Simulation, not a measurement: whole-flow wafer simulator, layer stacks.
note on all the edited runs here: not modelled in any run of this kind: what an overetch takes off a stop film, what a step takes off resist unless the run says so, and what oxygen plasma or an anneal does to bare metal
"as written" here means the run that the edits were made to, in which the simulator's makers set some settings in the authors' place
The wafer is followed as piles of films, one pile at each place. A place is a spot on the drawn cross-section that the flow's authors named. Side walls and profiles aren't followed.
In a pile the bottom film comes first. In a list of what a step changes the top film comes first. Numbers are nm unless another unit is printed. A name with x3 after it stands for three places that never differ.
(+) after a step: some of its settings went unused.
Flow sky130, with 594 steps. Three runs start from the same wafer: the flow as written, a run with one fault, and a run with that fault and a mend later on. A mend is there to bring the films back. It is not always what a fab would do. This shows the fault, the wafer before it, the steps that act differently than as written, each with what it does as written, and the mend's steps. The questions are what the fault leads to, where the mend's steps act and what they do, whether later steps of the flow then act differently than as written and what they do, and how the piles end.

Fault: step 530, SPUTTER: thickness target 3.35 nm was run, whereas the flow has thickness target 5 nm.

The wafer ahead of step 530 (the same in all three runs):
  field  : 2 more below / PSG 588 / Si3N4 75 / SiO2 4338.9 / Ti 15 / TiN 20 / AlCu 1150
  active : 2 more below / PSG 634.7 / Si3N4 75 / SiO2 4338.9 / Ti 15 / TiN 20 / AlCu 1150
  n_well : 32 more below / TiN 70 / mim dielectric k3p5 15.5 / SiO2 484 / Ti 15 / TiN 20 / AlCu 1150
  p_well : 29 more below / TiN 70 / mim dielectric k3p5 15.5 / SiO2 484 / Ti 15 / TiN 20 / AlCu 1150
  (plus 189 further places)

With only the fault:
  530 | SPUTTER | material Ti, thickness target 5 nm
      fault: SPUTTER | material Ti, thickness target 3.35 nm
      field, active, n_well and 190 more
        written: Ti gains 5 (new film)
        fault: Ti gains 3.35 (new film)
  Steps further on in the flow that do not act as written (21 more steps, not shown, differ only slightly: by at most 2% or 0.5 nm, whichever is larger):
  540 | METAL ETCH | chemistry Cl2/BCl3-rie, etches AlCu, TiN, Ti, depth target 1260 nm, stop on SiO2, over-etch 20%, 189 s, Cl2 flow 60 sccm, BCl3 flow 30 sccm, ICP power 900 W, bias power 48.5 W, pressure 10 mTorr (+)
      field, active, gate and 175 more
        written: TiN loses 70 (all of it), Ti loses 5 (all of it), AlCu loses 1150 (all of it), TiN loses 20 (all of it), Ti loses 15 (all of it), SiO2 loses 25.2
        fault: TiN loses 70 (all of it), Ti loses 3.35 (all of it), AlCu loses 1150 (all of it), TiN loses 20 (all of it), Ti loses 15 (all of it), SiO2 loses 25.4
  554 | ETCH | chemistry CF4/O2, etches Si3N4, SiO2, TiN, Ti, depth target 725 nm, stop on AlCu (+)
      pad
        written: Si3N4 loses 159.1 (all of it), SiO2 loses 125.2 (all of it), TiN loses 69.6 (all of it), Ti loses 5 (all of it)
        fault: Si3N4 loses 159.1 (all of it), SiO2 loses 125.2 (all of it), TiN loses 69.6 (all of it), Ti loses 3.35 (all of it)
  By the end, the piles at n_well, p_well, sd_n and 11 more depart from the flow's by more than 2% or 0.5 nm, whichever is larger.
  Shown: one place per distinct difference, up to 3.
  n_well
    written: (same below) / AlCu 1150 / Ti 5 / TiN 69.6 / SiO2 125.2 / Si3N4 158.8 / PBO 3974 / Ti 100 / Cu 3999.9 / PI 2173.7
    fault: (same below) / AlCu 1150 / Ti 3.35 / TiN 69.6 / SiO2 125.2 / Si3N4 158.8 / PBO 3975.2 / Ti 100 / Cu 3999.9 / PI 2173.9
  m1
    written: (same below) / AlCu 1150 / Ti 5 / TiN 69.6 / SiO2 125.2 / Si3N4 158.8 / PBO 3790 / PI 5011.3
    fault: (same below) / AlCu 1150 / Ti 3.35 / TiN 69.6 / SiO2 125.2 / Si3N4 158.8 / PBO 3791.4 / PI 5011.4
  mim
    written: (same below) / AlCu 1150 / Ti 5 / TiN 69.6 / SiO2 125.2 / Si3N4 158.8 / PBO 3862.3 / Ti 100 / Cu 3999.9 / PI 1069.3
    fault: (same below) / AlCu 1150 / Ti 3.35 / TiN 69.6 / SiO2 125.2 / Si3N4 158.8 / PBO 3863.6 / Ti 100 / Cu 3999.9 / PI 1069.5

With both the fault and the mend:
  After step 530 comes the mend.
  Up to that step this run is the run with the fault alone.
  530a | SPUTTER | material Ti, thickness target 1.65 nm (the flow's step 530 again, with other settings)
      field, active, n_well and 190 more
        Ti gains 1.65
  Every later step of the flow that is run acts as written at every place that is followed.
  The piles end the same as the flow's at every place that both follow.
